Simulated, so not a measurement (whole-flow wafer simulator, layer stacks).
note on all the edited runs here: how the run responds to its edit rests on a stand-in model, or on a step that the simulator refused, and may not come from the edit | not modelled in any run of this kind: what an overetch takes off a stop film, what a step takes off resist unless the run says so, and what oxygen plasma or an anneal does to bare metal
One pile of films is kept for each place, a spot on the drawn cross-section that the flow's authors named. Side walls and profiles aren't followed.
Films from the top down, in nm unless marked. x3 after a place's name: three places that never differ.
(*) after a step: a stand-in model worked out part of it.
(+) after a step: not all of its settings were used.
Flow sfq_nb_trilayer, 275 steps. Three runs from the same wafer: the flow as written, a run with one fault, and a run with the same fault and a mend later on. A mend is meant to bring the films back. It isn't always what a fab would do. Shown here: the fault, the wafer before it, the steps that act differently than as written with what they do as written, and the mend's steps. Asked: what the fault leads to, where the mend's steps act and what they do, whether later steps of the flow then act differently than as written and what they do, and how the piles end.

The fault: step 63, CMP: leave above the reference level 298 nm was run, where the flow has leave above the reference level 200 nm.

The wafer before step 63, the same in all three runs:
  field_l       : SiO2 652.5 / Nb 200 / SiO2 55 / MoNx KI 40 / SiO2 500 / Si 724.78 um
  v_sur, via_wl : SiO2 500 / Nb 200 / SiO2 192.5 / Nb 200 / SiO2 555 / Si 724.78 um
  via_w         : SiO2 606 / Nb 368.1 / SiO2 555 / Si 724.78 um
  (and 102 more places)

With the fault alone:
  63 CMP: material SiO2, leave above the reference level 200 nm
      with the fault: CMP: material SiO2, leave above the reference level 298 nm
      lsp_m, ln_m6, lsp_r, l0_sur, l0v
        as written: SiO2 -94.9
        with the fault: nothing
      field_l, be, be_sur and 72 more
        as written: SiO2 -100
        with the fault: SiO2 -2
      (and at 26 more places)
  Later steps of the flow that act differently than as written (9 more steps differ only slightly, by at most 2% or 0.5 nm, whichever is larger, and aren't shown):
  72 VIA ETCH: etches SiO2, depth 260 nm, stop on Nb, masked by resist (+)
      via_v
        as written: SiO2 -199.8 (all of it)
        with the fault: SiO2 -260
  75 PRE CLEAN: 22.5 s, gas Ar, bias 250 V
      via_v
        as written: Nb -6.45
        with the fault: SiO2 -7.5
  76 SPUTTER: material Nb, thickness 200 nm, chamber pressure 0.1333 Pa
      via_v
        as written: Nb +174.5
        with the fault: Nb +163.1 (new film)
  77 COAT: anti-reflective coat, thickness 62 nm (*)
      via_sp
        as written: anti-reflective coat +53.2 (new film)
        with the fault: anti-reflective coat +51.9 (new film)
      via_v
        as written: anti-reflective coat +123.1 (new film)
        with the fault: anti-reflective coat +136.1 (new film)
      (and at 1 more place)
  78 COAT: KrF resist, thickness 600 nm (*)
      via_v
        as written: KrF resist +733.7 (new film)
        with the fault: KrF resist +783.4 (new film)
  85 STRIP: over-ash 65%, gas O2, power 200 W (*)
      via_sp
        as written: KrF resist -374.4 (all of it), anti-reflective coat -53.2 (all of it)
        with the fault: KrF resist -370.3 (all of it), anti-reflective coat -51.9 (all of it)
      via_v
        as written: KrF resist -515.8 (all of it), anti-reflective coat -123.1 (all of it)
        with the fault: KrF resist -565.3 (all of it), anti-reflective coat -136.1 (all of it)
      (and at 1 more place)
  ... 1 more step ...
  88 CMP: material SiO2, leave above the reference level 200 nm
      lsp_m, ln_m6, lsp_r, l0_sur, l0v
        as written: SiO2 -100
        with the fault: SiO2 -96.9
  At the end the piles differ from the flow's by more than 2% or 0.5 nm, whichever is larger, at field_l, v_sur, via_wl and 103 more.
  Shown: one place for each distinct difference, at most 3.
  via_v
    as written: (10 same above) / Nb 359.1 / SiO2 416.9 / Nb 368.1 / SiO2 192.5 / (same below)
    with the fault: (10 same above) / Nb 359.1 / SiO2 489.6 / Nb 163.1 / SiO2 30.3 / Nb 200 / SiO2 192.5 / (same below)
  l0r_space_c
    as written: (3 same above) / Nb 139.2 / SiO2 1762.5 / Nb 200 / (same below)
    with the fault: (3 same above) / Nb 139.2 / SiO2 1860.5 / Nb 200 / (same below)
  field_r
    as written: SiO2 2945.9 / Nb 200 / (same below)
    with the fault: SiO2 3043.9 / Nb 200 / (same below)

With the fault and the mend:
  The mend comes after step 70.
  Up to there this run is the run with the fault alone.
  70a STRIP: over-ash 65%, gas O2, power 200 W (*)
      field_l, v_sur, via_wl and 86 more
        KrF resist -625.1 (all of it), anti-reflective coat -62 (all of it)
      c5j, ce_r, sp_r, be_r, r_sur, res, r_end
        KrF resist -625 (all of it), anti-reflective coat -62 (all of it)
      moat, field_r
        KrF resist -624.9 (all of it), anti-reflective coat -62 (all of it)
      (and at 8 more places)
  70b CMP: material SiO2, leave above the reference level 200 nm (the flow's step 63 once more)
      field_l, v_sur, via_wl and 98 more
        SiO2 -98
      lsp_m, ln_m6, lsp_r, l0_sur, l0v
        SiO2 -94.9
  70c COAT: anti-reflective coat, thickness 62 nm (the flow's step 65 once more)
      field_l, v_sur, via_wl and 103 more
        anti-reflective coat +62 (new film)
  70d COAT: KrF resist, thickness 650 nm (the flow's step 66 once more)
      field_l, v_sur, via_wl and 103 more
        KrF resist +650 (new film)
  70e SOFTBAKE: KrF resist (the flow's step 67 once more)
      changes no film at any place that is followed
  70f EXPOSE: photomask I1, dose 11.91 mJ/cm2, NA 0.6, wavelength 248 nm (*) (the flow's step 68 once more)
      changes no film at any place that is followed
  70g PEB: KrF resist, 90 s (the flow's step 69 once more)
      field_l, v_sur, via_wl and 103 more
        KrF resist -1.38
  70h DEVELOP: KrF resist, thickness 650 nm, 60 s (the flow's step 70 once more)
      field_l, v_sur, via_wl and 102 more
        KrF resist -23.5
      via_v
        KrF resist -648.6 (all of it)
  No later step of the flow acts differently than as written at any place that is followed.
  At the end the piles are the same as the flow's at every place that both follow.
